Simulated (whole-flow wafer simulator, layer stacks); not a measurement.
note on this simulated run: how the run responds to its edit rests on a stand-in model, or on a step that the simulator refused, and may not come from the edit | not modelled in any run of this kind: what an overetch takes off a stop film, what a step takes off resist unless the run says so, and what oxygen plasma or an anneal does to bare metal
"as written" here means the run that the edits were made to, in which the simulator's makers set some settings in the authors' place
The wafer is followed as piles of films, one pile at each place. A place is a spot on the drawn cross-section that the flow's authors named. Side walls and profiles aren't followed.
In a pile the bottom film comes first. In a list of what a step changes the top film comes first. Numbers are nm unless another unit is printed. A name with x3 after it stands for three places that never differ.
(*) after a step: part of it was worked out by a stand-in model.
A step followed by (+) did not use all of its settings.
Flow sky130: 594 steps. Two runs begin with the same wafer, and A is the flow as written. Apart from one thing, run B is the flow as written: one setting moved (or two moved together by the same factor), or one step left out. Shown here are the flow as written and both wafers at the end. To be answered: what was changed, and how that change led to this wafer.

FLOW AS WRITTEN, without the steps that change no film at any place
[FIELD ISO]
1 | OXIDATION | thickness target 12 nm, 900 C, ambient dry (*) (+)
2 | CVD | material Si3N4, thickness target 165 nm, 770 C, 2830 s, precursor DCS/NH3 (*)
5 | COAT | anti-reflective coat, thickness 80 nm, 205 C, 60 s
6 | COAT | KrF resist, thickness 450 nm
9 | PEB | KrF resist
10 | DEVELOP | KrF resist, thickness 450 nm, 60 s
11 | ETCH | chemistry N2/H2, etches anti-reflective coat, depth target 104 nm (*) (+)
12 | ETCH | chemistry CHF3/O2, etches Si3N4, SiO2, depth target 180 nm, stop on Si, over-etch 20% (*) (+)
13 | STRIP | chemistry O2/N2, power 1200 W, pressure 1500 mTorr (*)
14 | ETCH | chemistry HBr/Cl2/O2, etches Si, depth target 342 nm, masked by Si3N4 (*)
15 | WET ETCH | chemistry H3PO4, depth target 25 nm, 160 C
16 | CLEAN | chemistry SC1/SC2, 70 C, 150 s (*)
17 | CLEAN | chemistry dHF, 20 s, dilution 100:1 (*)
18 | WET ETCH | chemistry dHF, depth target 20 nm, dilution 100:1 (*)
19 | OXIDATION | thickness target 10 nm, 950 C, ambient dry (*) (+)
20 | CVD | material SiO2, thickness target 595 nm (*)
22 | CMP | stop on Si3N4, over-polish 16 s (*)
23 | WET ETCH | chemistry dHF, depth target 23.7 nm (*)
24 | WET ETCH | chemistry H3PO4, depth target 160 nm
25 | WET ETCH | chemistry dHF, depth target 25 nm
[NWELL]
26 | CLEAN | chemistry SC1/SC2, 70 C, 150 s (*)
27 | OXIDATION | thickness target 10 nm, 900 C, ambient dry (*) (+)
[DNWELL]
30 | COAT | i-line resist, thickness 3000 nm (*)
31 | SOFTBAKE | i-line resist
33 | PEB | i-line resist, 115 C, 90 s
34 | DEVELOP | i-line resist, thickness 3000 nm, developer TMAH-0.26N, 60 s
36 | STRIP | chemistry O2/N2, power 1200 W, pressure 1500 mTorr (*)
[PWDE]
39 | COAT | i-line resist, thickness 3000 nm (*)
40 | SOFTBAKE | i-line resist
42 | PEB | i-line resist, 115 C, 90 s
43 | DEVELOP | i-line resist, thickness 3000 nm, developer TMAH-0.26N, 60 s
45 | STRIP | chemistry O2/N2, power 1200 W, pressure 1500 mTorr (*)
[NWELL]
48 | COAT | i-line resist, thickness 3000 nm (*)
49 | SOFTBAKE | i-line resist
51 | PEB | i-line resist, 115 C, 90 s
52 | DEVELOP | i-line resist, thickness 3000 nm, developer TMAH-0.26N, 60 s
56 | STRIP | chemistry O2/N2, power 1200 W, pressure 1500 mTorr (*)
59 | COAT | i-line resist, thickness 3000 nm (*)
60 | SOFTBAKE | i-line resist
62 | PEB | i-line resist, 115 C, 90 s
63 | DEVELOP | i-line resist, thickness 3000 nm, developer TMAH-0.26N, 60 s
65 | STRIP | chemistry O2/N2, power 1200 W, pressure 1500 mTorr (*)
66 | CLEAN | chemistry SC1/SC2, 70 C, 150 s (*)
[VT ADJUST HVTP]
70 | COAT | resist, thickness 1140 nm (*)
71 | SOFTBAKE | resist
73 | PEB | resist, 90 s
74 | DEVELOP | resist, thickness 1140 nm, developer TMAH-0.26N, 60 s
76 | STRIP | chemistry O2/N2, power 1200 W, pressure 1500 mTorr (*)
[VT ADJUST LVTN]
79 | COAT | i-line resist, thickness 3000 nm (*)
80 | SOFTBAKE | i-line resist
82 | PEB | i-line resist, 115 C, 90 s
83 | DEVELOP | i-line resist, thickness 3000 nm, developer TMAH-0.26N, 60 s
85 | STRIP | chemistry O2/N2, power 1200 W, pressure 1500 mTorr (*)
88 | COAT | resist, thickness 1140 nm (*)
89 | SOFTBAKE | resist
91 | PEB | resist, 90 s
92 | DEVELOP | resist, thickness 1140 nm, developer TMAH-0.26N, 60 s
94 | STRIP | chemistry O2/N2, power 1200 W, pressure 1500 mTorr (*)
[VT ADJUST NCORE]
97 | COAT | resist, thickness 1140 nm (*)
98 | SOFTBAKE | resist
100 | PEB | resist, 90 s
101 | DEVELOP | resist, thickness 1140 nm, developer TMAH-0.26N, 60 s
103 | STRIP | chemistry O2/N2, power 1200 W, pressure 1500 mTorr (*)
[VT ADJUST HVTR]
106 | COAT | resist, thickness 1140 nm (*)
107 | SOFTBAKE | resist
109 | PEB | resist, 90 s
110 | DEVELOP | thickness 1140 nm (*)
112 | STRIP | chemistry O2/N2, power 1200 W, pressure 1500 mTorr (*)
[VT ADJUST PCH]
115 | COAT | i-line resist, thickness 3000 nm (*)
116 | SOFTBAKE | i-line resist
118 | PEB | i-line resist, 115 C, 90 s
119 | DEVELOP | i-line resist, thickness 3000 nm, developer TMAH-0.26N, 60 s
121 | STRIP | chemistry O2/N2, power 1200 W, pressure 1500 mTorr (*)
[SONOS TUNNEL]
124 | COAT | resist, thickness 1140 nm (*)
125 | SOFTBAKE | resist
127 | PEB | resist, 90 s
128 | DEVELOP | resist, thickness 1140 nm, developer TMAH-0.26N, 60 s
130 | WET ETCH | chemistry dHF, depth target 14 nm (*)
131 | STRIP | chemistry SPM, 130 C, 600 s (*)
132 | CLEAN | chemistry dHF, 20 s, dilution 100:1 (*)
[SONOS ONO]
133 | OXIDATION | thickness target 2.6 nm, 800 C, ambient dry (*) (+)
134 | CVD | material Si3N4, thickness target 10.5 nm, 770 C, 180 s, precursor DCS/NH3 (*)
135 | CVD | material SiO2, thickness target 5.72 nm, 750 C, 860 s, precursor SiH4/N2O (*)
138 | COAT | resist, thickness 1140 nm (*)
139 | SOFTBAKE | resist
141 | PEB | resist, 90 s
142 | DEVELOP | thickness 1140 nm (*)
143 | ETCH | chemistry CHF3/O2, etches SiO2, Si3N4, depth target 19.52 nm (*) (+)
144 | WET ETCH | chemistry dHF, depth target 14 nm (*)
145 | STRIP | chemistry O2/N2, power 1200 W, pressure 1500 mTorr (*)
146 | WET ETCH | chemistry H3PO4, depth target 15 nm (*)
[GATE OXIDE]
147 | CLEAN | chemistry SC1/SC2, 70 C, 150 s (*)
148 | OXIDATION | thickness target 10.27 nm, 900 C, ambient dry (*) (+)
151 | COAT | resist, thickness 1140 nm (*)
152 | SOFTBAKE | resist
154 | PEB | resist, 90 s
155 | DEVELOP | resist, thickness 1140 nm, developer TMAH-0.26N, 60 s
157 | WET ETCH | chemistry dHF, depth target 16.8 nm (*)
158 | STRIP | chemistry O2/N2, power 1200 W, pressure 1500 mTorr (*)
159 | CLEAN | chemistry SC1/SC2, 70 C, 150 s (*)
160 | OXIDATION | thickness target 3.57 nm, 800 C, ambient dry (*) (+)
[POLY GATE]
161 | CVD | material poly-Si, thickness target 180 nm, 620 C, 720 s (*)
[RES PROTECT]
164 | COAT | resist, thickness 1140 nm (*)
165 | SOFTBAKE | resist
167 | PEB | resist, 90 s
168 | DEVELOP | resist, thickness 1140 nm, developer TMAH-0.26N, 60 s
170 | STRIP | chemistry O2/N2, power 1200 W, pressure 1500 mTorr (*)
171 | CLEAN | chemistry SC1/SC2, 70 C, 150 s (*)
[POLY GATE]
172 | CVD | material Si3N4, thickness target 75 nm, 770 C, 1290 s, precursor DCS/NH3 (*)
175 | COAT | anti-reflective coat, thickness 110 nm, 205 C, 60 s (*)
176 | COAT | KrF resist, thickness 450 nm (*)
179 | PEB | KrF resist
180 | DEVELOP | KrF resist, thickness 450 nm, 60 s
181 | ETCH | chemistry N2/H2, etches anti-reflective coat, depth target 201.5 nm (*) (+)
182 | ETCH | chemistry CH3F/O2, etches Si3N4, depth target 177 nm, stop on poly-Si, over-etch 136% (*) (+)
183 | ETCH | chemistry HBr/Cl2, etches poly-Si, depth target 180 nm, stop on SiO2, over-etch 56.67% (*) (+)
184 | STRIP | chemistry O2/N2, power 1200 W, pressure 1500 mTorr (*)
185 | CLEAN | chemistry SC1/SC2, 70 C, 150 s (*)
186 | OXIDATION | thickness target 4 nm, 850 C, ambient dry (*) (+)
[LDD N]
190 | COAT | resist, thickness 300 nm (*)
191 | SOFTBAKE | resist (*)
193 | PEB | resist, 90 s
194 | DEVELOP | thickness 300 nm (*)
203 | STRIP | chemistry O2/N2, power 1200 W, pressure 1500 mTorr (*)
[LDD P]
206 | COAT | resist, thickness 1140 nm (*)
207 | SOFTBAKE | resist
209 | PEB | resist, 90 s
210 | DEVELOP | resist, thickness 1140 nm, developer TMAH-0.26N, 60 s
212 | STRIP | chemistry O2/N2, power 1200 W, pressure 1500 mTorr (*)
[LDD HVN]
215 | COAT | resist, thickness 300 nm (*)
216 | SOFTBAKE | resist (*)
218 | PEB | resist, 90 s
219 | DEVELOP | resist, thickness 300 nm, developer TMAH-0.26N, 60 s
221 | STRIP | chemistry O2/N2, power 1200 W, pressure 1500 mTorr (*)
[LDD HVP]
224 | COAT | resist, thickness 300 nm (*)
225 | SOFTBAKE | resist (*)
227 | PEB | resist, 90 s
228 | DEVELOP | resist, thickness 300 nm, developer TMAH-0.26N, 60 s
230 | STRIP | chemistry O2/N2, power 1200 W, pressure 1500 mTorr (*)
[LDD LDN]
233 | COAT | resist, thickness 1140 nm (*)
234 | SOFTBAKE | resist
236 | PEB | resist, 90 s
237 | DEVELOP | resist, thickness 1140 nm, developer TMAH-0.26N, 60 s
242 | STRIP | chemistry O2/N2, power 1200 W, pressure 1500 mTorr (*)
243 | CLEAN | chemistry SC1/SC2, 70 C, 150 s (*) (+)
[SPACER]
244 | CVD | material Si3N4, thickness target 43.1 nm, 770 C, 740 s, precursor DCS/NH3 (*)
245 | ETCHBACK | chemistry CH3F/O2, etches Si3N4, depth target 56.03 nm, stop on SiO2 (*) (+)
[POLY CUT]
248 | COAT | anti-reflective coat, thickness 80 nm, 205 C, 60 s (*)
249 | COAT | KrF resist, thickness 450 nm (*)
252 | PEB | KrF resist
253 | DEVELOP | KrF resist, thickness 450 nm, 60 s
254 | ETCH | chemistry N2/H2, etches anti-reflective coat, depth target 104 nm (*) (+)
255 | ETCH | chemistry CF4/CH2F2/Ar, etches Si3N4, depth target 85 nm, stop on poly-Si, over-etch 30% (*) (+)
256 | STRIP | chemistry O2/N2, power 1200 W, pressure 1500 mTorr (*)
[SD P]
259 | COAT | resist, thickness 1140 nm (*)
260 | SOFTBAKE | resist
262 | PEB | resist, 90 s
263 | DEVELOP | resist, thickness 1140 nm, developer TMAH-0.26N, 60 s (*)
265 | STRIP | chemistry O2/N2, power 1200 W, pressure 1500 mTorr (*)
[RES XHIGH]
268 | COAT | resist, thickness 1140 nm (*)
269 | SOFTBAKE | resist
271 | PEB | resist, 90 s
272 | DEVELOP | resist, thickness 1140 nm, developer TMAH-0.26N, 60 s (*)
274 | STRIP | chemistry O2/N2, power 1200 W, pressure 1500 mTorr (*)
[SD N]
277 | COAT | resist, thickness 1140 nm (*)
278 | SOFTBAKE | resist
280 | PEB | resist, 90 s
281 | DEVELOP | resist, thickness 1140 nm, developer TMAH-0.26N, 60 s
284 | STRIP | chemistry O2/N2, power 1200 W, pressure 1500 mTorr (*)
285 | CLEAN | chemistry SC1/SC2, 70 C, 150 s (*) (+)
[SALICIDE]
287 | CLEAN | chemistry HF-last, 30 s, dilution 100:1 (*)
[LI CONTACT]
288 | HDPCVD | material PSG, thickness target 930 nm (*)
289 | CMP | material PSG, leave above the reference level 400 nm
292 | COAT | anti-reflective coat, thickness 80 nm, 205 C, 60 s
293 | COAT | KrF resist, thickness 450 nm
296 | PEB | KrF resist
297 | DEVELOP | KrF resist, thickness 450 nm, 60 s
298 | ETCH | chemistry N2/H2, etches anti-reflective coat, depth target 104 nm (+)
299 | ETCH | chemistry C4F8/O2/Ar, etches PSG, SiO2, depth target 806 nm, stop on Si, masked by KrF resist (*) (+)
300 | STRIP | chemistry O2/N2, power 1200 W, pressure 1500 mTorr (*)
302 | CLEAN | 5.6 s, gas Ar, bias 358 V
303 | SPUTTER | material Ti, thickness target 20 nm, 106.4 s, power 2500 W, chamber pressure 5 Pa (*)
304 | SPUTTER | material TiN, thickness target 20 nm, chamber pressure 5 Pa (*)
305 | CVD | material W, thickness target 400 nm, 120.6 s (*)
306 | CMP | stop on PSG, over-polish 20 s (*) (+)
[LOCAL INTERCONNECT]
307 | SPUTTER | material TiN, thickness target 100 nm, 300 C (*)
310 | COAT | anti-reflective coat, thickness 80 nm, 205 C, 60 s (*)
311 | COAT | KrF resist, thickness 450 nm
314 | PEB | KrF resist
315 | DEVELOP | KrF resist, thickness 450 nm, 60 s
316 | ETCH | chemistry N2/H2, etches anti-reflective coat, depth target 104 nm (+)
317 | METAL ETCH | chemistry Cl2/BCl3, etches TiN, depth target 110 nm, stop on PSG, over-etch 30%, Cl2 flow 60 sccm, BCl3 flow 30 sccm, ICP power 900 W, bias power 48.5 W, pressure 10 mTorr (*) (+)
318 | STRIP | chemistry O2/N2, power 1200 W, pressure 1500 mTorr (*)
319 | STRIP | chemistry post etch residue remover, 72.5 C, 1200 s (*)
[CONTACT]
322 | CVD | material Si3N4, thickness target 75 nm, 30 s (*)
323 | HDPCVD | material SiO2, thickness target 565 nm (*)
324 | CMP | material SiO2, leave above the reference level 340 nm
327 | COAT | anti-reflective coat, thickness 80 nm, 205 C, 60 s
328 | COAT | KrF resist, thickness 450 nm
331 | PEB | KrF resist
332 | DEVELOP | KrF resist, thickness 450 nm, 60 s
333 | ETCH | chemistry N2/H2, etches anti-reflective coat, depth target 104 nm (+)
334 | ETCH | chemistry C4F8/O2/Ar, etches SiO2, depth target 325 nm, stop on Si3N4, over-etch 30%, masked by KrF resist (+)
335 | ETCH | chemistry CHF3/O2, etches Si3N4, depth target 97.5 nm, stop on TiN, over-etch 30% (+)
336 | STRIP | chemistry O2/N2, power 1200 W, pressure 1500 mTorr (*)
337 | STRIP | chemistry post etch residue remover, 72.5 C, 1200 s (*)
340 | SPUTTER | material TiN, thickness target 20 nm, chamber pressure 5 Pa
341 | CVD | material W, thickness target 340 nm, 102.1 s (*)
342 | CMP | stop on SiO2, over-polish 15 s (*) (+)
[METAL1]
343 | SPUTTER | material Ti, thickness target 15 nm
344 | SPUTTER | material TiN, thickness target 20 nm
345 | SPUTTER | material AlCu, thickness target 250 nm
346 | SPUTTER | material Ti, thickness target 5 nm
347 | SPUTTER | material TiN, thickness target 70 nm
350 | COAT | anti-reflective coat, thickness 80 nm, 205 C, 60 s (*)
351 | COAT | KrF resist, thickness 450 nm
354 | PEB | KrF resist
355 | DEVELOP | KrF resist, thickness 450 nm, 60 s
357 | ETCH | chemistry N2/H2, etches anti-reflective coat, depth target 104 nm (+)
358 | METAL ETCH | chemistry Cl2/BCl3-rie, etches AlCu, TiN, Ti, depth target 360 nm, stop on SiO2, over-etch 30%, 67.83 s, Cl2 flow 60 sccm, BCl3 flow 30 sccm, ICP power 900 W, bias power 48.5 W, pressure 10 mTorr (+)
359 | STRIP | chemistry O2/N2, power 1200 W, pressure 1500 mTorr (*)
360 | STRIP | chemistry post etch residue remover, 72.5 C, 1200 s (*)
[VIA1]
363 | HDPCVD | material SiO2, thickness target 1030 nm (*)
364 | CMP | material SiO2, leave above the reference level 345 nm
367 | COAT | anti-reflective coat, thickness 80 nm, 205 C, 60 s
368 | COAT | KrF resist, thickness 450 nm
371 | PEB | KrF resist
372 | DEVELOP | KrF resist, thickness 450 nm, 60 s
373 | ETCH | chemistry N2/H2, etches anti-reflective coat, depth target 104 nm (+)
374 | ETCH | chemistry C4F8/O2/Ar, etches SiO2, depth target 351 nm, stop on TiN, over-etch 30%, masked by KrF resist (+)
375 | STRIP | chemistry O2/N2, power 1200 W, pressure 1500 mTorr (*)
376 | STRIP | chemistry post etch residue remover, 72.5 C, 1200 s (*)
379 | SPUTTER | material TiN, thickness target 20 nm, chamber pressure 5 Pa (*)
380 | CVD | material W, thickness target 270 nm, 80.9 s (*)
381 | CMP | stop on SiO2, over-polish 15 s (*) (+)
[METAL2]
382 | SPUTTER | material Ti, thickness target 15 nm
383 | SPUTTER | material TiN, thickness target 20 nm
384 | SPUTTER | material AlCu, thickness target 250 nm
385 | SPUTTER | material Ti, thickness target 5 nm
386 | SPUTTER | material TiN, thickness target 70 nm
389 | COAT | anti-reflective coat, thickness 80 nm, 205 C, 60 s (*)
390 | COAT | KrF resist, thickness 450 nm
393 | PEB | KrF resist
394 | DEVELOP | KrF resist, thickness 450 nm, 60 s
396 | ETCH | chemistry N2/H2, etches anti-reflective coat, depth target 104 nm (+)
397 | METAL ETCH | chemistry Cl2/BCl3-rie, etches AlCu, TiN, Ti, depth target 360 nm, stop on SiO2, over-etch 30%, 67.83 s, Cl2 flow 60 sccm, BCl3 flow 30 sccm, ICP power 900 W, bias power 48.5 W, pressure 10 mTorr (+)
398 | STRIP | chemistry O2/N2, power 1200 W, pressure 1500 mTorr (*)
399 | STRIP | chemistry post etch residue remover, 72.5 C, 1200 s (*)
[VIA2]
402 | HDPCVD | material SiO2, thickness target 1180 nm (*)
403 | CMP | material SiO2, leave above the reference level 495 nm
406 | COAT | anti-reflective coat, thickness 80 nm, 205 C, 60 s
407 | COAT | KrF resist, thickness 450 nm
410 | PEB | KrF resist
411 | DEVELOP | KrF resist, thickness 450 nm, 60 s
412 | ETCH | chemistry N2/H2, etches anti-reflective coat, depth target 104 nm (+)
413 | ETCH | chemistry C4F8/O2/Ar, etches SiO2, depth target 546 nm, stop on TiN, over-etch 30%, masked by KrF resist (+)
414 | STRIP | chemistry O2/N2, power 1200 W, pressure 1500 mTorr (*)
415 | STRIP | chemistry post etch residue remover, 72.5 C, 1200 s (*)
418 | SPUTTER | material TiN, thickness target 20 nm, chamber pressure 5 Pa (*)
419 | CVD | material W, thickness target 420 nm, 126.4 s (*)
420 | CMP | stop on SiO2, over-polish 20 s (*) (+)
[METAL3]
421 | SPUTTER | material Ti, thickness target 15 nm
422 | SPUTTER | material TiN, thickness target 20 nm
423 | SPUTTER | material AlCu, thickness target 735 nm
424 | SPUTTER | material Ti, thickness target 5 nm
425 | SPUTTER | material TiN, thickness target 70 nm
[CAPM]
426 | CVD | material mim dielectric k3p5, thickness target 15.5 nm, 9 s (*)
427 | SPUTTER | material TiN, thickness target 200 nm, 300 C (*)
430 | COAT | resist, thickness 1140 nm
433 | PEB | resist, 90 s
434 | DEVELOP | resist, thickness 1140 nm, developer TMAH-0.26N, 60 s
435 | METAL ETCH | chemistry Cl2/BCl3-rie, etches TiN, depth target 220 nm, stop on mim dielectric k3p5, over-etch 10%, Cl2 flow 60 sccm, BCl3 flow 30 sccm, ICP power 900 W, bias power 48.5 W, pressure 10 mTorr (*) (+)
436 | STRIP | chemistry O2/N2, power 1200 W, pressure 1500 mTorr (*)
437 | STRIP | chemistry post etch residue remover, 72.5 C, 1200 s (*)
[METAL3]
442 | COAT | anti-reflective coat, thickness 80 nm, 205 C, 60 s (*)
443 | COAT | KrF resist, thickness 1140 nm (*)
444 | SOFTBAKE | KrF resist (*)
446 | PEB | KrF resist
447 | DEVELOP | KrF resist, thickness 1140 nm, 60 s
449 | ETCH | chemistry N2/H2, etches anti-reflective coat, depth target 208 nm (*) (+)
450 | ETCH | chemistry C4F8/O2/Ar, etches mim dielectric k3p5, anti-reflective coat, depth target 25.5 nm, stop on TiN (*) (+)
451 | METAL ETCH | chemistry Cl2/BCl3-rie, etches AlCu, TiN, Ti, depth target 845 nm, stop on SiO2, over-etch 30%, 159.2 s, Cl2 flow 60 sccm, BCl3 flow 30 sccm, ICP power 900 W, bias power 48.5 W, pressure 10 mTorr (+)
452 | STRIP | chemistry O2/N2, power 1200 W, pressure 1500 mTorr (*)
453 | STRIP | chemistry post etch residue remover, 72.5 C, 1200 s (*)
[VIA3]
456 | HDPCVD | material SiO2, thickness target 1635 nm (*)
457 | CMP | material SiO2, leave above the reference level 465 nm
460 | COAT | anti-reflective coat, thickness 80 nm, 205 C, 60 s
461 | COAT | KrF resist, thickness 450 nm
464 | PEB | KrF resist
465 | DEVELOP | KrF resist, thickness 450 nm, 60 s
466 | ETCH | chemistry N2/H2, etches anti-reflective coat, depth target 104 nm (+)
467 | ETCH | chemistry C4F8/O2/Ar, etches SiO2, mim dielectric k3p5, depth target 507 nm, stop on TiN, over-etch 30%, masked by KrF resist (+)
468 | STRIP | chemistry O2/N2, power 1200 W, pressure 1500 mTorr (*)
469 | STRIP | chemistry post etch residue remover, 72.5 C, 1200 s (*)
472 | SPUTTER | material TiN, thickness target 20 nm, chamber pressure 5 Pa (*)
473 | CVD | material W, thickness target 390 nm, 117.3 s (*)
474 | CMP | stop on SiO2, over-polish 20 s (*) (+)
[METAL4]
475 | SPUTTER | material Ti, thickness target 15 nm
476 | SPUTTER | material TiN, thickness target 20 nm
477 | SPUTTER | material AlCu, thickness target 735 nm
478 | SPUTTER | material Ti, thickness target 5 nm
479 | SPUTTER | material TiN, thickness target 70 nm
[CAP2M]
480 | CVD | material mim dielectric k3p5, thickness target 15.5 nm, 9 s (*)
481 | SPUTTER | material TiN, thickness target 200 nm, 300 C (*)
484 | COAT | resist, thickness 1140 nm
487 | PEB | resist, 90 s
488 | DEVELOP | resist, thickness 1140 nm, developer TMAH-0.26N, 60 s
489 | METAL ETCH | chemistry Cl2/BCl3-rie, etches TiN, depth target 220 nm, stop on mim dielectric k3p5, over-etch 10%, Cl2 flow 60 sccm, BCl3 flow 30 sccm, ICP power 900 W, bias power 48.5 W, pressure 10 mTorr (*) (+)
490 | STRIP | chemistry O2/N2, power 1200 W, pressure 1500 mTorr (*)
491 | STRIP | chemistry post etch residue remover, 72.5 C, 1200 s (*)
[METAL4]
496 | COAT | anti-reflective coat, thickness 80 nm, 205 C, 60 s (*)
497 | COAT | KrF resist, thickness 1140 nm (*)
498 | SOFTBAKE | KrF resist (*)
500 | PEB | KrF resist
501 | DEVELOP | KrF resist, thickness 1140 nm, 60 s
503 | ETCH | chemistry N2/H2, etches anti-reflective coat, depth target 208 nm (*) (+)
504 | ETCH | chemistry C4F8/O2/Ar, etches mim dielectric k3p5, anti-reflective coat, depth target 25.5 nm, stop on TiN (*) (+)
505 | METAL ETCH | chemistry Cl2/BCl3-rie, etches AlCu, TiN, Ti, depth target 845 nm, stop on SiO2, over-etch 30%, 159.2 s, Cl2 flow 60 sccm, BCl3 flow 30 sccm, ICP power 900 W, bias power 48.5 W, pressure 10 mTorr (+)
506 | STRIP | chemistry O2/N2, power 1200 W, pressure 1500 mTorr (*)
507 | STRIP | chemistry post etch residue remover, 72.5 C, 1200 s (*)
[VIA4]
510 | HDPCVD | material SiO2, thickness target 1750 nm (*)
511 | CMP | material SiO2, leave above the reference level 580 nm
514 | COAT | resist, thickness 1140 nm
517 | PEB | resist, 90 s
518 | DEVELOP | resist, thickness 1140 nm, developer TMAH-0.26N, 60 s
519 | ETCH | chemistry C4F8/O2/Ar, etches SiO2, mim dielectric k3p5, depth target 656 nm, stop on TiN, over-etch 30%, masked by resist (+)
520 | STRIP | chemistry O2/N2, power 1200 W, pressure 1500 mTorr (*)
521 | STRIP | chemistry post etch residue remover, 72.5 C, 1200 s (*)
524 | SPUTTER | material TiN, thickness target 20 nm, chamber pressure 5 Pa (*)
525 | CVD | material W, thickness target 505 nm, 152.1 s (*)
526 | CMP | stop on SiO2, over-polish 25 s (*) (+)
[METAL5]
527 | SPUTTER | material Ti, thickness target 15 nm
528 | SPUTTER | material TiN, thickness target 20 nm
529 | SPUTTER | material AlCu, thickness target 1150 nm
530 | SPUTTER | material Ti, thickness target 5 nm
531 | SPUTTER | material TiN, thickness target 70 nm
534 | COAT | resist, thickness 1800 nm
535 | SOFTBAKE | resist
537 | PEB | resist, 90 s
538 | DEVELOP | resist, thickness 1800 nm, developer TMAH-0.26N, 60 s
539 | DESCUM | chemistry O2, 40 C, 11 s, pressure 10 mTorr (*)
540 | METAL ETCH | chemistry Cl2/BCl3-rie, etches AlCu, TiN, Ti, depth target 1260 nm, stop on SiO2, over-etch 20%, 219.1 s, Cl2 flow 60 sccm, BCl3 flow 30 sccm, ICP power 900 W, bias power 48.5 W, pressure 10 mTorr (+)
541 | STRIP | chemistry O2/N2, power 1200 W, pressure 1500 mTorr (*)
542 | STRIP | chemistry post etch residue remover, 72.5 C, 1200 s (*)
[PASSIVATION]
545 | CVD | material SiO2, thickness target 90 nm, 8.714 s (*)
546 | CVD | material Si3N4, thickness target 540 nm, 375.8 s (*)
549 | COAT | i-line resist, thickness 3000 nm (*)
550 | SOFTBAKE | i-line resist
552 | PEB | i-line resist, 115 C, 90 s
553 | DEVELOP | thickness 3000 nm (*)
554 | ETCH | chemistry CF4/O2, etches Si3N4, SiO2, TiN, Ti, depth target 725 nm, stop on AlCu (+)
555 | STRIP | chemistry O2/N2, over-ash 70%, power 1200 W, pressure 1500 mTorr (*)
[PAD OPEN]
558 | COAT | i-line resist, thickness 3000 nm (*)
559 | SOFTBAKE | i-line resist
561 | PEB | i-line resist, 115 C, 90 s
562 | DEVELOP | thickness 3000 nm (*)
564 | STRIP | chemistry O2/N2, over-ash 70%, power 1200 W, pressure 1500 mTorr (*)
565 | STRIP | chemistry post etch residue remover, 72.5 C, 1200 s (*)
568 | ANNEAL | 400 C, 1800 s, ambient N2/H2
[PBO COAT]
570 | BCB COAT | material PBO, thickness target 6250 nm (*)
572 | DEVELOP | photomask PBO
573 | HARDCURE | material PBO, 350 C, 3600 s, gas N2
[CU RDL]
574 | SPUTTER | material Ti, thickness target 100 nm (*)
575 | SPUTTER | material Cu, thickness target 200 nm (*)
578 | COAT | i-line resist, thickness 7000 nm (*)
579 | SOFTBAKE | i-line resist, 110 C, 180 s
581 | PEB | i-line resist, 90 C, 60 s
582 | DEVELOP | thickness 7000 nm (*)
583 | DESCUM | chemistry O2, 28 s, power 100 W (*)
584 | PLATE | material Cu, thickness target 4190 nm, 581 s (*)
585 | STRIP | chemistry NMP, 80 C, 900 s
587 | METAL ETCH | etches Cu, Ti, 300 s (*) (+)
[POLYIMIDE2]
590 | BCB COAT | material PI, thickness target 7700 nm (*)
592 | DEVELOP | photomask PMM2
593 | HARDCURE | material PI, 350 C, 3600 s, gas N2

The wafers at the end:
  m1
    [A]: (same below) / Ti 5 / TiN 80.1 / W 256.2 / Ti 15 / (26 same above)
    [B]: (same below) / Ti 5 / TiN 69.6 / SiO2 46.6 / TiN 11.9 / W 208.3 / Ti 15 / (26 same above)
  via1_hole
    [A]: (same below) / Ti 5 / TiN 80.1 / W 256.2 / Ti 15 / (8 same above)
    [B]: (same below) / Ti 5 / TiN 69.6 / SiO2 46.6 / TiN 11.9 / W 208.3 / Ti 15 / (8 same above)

The reason: step 373, ETCH: depth target 72.8 nm was run, whereas the flow has depth target 104 nm; step 374, ETCH: depth target 246 nm was run, where the flow has depth target 351 nm.

Step by step, how the change led to this:
  373 | ETCH | chemistry N2/H2, etches anti-reflective coat, depth target 104 nm (+)
      m1, via1_hole: A anti-reflective coat loses 80 (all of it), SiO2 loses 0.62 | B anti-reflective coat loses 72.8
      field, active, n_well and 186 more: A KrF resist loses 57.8 | B KrF resist loses 40.4
  374 | ETCH | chemistry C4F8/O2/Ar, etches SiO2, depth target 351 nm, stop on TiN, over-etch 30%, masked by KrF resist (+)
      m1, via1_hole: A SiO2 loses 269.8 (all of it) | B anti-reflective coat loses 7.2 (all of it), SiO2 loses 223.9
      field, active, n_well and 186 more: A KrF resist loses 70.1 | B KrF resist loses 49.2
  375 | STRIP | chemistry O2/N2, power 1200 W, pressure 1500 mTorr (*)
      field, active, n_well and 186 more: A KrF resist loses 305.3 (all of it), anti-reflective coat loses 80 (all of it) | B KrF resist loses 343.6 (all of it), anti-reflective coat loses 80 (all of it)
  379 | SPUTTER | material TiN, thickness target 20 nm, chamber pressure 5 Pa (*)
      m1: A TiN gains 11 | B TiN gains 11.9 (new film)
      via1_hole: A TiN gains 10.9 | B TiN gains 11.9 (new film)
  380 | CVD | material W, thickness target 270 nm, 80.9 s (*)
      m1, via1_hole: A W gains 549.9 (new film) | B W gains 502 (new film)
If metal films that touch count as one body, m1 has 3 bodies (between them, from the top down: SiO2 46.6; SiO2 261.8 / Si3N4 75); the flow as written gives 2 bodies (between them, from the top down: SiO2 261.8 / Si3N4 75).
If metal films that touch count as one body, via1_hole has 2 bodies (between them, from the top down: SiO2 46.6); the flow as written gives 1 body.
